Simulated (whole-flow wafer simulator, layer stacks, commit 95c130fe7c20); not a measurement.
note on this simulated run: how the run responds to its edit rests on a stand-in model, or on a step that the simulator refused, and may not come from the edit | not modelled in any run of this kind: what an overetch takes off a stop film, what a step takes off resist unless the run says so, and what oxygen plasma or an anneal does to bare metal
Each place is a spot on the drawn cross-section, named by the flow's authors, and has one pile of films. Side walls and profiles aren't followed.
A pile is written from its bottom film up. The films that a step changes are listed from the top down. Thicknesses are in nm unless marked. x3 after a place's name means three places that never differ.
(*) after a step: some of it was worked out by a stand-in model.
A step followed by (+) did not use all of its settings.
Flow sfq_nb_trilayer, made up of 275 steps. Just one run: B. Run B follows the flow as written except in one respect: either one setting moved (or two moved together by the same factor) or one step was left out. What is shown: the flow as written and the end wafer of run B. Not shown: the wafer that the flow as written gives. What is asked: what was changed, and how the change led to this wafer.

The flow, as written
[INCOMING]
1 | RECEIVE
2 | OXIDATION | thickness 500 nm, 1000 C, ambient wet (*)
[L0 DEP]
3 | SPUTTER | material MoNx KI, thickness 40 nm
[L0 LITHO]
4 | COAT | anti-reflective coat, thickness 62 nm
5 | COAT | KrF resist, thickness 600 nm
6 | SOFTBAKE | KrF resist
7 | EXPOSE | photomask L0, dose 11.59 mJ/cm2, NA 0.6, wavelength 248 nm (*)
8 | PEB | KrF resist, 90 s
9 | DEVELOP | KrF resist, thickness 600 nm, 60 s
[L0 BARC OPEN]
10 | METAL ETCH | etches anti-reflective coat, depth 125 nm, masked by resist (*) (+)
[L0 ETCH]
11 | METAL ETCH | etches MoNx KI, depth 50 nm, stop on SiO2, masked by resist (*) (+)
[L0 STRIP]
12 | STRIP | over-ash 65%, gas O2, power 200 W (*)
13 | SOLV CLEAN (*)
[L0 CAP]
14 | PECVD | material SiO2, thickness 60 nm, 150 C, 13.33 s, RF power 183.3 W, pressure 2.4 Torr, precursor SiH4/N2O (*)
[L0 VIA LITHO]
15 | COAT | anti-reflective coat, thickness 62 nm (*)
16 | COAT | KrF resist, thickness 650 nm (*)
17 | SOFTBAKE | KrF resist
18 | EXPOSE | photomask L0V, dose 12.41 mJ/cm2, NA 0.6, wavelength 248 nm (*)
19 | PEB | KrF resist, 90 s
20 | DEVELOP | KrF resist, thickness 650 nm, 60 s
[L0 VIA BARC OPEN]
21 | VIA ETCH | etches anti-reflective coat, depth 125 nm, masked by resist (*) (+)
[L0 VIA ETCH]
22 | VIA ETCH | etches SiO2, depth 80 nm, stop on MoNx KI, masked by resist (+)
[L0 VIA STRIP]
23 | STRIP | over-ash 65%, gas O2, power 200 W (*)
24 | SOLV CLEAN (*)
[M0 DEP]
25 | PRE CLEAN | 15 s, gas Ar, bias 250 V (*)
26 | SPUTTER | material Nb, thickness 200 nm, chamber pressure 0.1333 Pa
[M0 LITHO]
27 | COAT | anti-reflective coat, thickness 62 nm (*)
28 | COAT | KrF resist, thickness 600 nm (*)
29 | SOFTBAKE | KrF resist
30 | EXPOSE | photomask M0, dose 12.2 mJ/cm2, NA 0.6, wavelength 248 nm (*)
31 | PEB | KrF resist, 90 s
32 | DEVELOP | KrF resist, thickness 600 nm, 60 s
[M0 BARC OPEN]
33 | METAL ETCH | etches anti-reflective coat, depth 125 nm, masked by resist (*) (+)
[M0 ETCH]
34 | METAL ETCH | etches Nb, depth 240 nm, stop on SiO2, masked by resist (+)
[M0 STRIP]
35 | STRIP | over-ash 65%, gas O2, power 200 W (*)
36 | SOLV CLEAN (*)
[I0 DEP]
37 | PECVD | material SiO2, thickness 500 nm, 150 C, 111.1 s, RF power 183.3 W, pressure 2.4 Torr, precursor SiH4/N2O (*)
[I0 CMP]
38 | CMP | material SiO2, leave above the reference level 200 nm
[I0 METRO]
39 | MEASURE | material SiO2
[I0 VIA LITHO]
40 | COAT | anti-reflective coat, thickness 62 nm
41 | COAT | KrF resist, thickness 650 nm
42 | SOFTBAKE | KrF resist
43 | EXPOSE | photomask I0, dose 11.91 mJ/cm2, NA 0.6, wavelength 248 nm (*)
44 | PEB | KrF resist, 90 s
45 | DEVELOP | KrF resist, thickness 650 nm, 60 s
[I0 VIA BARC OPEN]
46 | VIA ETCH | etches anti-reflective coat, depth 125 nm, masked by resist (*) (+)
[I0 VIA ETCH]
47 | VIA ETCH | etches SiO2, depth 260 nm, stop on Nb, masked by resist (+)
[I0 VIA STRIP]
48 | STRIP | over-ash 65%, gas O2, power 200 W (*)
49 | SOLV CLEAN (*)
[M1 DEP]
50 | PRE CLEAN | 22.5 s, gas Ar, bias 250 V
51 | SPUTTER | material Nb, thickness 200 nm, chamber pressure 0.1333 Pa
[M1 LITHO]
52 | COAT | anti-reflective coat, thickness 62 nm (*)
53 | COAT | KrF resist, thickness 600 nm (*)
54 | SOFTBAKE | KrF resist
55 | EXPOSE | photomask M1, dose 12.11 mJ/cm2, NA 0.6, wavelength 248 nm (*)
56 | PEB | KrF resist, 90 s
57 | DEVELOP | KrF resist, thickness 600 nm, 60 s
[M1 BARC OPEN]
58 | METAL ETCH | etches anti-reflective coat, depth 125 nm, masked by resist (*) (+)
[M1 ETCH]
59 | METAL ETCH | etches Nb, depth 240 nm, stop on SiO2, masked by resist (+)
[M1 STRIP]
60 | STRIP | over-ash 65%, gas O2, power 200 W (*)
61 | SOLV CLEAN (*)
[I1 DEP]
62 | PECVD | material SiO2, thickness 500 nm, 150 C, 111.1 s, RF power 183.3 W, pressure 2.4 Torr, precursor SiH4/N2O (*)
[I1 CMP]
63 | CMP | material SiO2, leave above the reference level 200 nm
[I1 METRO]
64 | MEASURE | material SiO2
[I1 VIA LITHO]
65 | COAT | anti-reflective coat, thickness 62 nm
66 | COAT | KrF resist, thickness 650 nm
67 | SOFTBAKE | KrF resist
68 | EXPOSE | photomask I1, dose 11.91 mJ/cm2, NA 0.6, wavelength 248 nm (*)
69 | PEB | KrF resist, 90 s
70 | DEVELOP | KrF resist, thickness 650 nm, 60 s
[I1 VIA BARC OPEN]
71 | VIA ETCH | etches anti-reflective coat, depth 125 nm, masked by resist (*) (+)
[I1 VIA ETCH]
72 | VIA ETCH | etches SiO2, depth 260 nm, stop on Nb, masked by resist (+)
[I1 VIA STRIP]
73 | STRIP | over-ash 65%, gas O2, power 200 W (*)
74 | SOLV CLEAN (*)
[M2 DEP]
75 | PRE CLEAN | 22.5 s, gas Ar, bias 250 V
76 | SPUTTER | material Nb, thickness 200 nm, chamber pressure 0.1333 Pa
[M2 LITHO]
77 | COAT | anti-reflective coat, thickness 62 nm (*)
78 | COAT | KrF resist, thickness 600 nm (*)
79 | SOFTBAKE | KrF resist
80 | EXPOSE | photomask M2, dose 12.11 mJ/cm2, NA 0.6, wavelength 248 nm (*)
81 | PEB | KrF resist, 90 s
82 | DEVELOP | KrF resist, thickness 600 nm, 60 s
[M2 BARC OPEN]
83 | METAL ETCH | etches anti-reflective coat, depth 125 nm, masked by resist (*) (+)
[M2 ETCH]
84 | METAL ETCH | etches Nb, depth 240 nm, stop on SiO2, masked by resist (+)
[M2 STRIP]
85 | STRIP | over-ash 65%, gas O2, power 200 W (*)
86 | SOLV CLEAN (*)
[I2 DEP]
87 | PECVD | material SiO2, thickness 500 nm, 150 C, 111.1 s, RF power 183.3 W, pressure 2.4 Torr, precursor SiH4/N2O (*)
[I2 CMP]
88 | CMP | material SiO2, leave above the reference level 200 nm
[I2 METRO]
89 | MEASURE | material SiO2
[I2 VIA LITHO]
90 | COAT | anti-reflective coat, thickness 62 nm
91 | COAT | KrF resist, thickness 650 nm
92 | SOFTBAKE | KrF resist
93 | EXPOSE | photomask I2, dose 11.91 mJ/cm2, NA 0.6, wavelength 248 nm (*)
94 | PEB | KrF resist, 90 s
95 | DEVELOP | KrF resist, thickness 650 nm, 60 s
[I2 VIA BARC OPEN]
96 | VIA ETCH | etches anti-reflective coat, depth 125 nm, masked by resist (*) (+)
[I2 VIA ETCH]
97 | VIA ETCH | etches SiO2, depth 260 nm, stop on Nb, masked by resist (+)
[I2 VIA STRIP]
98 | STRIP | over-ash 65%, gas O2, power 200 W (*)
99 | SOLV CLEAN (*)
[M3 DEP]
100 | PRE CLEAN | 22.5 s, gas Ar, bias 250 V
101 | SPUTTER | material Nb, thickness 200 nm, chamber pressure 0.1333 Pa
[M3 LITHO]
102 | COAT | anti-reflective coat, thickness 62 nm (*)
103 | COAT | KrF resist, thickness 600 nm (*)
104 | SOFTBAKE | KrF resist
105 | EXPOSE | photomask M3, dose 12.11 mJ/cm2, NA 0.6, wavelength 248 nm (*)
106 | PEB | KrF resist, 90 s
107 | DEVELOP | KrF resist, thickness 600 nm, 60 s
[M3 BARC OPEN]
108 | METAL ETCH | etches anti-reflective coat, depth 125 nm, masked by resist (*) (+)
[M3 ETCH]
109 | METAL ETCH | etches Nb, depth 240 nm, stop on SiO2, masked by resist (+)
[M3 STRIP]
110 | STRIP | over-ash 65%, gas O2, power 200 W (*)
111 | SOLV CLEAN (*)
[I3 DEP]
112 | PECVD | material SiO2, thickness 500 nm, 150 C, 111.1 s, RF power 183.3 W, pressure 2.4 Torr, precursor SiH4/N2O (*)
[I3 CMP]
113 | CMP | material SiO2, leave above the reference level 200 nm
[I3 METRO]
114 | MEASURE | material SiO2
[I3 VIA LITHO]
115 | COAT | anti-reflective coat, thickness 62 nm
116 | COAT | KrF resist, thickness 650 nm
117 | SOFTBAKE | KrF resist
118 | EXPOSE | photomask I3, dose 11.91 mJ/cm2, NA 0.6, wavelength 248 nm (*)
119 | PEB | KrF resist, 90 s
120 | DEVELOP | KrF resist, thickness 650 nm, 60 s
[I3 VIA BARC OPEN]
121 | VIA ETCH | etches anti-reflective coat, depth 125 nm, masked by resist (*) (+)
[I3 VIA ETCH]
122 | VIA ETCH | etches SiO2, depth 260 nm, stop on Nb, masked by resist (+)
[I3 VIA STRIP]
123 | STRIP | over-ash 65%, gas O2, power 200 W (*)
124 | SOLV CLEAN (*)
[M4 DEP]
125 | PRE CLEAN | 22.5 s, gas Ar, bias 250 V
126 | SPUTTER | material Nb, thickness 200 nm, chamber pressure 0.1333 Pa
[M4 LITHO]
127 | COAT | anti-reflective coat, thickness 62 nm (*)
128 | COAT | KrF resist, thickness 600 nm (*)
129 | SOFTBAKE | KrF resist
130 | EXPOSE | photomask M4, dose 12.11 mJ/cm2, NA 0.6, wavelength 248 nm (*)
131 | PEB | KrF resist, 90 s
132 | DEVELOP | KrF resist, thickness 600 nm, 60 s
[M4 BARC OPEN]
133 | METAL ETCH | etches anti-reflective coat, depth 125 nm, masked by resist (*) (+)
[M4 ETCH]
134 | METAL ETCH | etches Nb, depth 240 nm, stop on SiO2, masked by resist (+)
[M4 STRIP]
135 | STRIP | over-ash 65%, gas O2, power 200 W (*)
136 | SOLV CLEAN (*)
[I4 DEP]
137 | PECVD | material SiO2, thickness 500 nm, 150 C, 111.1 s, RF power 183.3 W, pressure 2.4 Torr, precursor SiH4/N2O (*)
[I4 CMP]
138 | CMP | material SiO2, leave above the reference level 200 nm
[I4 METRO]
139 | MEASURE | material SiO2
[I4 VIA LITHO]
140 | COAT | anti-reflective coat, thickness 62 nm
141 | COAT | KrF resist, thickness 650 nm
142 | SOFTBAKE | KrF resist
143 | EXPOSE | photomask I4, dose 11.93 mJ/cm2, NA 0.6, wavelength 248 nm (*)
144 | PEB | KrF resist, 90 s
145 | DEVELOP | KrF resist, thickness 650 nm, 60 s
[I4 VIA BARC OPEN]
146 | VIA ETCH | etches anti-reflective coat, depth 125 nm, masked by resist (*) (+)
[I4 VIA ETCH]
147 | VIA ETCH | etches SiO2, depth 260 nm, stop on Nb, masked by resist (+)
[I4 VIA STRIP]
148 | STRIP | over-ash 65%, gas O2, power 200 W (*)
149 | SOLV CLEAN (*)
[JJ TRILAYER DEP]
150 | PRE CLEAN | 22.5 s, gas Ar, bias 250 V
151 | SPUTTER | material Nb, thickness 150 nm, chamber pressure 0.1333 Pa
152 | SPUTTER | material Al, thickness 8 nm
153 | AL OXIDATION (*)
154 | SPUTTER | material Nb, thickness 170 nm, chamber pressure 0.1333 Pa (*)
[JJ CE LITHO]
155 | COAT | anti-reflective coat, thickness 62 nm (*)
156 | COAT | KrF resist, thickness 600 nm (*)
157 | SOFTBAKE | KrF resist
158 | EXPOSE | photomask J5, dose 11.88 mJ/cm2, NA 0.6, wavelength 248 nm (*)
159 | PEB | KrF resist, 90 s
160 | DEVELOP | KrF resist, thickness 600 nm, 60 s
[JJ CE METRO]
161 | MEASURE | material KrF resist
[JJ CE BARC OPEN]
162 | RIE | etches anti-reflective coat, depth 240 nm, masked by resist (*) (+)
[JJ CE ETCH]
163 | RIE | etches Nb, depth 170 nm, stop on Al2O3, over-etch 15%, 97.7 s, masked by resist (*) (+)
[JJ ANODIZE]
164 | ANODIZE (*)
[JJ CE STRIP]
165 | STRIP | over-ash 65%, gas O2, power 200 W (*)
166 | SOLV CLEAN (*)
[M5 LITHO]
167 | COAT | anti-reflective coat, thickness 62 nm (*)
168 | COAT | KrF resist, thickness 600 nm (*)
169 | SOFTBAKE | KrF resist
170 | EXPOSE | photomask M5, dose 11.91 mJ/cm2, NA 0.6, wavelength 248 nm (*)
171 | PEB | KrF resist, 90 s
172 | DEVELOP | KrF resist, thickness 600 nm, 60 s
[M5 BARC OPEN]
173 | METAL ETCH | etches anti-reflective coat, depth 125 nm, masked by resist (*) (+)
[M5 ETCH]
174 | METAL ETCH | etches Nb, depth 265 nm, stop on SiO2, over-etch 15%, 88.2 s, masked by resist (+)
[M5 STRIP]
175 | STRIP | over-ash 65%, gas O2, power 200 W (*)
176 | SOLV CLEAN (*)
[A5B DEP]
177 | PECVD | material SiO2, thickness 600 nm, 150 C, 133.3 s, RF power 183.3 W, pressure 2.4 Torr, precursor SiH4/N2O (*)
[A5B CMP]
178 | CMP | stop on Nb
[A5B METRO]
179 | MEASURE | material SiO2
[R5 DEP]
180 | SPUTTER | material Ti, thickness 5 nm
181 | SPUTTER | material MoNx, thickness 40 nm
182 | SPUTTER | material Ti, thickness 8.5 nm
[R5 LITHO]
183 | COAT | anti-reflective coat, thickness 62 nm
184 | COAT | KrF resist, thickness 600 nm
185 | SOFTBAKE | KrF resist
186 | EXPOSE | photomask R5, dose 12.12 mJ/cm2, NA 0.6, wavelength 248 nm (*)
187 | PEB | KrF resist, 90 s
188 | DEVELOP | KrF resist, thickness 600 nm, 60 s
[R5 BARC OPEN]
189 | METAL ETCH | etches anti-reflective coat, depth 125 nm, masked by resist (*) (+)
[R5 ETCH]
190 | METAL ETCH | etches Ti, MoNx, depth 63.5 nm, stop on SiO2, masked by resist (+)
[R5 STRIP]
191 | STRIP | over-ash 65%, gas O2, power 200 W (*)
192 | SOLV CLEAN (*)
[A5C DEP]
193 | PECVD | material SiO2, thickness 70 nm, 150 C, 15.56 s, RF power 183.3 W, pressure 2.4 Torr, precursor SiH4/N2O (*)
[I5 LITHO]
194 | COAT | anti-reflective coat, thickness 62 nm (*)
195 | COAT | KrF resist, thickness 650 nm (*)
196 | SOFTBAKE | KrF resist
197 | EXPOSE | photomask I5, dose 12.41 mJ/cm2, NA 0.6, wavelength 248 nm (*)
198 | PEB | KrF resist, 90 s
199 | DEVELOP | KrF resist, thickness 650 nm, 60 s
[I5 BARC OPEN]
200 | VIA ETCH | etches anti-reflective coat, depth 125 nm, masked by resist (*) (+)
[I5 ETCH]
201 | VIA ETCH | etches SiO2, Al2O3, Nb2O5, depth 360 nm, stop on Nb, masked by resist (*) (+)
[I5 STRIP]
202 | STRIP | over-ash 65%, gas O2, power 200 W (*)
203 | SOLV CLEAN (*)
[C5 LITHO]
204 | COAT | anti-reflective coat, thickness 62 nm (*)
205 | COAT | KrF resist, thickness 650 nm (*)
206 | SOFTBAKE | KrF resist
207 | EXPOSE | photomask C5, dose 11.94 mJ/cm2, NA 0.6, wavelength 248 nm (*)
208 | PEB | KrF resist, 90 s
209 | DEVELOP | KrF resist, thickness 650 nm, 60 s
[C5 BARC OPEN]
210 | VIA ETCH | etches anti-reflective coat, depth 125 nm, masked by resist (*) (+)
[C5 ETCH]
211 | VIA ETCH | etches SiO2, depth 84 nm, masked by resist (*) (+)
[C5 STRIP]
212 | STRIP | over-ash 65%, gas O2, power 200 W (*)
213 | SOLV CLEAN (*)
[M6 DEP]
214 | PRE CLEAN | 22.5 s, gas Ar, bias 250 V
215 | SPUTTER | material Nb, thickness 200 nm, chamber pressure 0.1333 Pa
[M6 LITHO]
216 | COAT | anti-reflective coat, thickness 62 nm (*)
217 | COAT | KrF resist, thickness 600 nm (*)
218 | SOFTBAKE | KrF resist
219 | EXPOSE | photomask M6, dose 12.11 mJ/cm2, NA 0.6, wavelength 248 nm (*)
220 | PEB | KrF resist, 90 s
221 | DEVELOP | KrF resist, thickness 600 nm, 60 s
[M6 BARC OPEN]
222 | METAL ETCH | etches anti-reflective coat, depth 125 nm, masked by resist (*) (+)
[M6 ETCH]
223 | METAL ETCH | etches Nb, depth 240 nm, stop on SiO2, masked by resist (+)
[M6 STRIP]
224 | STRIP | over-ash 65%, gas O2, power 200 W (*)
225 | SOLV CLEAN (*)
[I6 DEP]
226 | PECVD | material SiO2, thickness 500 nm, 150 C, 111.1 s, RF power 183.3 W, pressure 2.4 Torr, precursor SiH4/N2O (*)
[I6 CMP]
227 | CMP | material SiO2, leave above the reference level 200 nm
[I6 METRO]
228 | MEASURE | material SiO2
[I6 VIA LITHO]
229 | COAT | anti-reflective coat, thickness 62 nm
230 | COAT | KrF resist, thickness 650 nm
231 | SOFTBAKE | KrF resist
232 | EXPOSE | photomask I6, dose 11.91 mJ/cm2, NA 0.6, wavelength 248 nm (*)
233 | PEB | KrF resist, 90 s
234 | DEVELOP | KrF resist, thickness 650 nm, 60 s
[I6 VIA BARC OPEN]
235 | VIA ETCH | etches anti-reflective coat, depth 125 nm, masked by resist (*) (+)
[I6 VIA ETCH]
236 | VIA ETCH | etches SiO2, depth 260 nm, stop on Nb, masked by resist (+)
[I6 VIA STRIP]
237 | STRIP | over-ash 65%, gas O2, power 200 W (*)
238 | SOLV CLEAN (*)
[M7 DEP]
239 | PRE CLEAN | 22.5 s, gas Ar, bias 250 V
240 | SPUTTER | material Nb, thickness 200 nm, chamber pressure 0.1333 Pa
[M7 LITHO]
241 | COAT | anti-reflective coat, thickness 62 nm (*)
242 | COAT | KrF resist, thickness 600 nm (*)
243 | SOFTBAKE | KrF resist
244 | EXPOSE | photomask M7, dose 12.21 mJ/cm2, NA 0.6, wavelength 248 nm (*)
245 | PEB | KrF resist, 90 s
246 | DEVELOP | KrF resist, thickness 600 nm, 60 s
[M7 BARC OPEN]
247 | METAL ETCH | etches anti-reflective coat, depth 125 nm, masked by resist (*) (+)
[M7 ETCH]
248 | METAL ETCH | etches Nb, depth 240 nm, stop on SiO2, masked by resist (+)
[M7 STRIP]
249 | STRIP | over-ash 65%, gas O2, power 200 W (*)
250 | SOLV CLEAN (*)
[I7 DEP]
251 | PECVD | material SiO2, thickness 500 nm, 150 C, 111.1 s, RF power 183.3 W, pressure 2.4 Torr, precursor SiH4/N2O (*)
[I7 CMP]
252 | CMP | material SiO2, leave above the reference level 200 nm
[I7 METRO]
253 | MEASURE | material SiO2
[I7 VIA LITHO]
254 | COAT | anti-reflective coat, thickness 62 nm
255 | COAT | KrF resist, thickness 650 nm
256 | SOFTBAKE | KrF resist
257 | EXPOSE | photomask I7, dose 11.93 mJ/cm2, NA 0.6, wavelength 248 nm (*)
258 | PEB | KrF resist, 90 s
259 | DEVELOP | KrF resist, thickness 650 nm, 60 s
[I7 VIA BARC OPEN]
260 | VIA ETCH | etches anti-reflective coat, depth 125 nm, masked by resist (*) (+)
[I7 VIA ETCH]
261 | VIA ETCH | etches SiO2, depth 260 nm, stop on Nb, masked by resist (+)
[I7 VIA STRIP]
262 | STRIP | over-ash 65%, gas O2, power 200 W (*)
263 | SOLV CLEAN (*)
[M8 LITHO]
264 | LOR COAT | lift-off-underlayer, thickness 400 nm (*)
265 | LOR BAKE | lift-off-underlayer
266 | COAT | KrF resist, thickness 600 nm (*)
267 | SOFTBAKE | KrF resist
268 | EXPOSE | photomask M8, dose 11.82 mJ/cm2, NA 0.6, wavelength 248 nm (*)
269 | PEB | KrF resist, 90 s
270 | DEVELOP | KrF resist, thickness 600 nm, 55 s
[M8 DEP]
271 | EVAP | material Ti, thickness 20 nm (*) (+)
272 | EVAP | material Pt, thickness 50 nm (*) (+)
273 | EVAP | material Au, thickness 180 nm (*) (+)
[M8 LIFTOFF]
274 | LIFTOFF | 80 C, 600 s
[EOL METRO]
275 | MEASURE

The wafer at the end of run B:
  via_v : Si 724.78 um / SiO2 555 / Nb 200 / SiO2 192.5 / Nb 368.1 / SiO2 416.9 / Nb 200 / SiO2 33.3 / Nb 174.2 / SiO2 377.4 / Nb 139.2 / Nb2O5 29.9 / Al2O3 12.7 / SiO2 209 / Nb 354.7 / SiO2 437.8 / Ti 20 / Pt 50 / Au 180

What caused this: step 122, VIA ETCH: depth 159 nm was run, while the flow as written has depth 260 nm.

The path from the change to this, step by step:
  122 | VIA ETCH | etches SiO2, depth 260 nm, stop on Nb, masked by resist (+)
      via_v: -159 SiO2 (in the flow as written it would be: -199.8 SiO2 (all of it))
      field_l, v_sur, via_wl and 102 more: -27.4 KrF resist (in the flow as written it would be: -44.8 KrF resist)
  123 | STRIP | over-ash 65%, gas O2, power 200 W (*)
      field_l, v_sur, via_wl and 102 more: -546 KrF resist (all of it), -62 anti-reflective coat (all of it) (in the flow as written it would be: -528.6 KrF resist (all of it), -62 anti-reflective coat (all of it))
  125 | PRE CLEAN | 22.5 s, gas Ar, bias 250 V
      via_v: -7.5 SiO2 (in the flow as written it would be: -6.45 Nb)
  126 | SPUTTER | material Nb, thickness 200 nm, chamber pressure 0.1333 Pa
      via_v: +174.2 Nb (new film) (in the flow as written it would be: +165.5 Nb)
  127 | COAT | anti-reflective coat, thickness 62 nm (*)
      via_v: +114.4 anti-reflective coat (new film) (in the flow as written it would be: +124.8 anti-reflective coat (new film))
  128 | COAT | KrF resist, thickness 600 nm (*)
      via_v: +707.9 KrF resist (new film) (in the flow as written it would be: +739.8 KrF resist (new film))
  135 | STRIP | over-ash 65%, gas O2, power 200 W (*)
      via_v: -490 KrF resist (all of it), -114.4 anti-reflective coat (all of it) (in the flow as written it would be: -521.8 KrF resist (all of it), -124.8 anti-reflective coat (all of it))
  137 | PECVD | material SiO2, thickness 500 nm, 150 C, 111.1 s, RF power 183.3 W, pressure 2.4 Torr, precursor SiH4/N2O (*)
      via_v: +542 SiO2 (new film) (in the flow as written it would be: +615 SiO2 (new film))
  138 | CMP | material SiO2, leave above the reference level 200 nm
      via_v: -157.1 SiO2 (in the flow as written it would be: -181.6 SiO2)
Taking metal films that touch as one body, via_v has 7 bodies (between them, from the top down: SiO2 437.8; SiO2 209 / Al2O3 12.7 / Nb2O5 29.9; SiO2 377.4; SiO2 33.3; SiO2 416.9; SiO2 192.5); the flow as written gives 6 bodies (between them, from the top down: SiO2 437.8; SiO2 209 / Al2O3 12.7 / Nb2O5 29.9; SiO2 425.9; SiO2 416.9; SiO2 192.5).
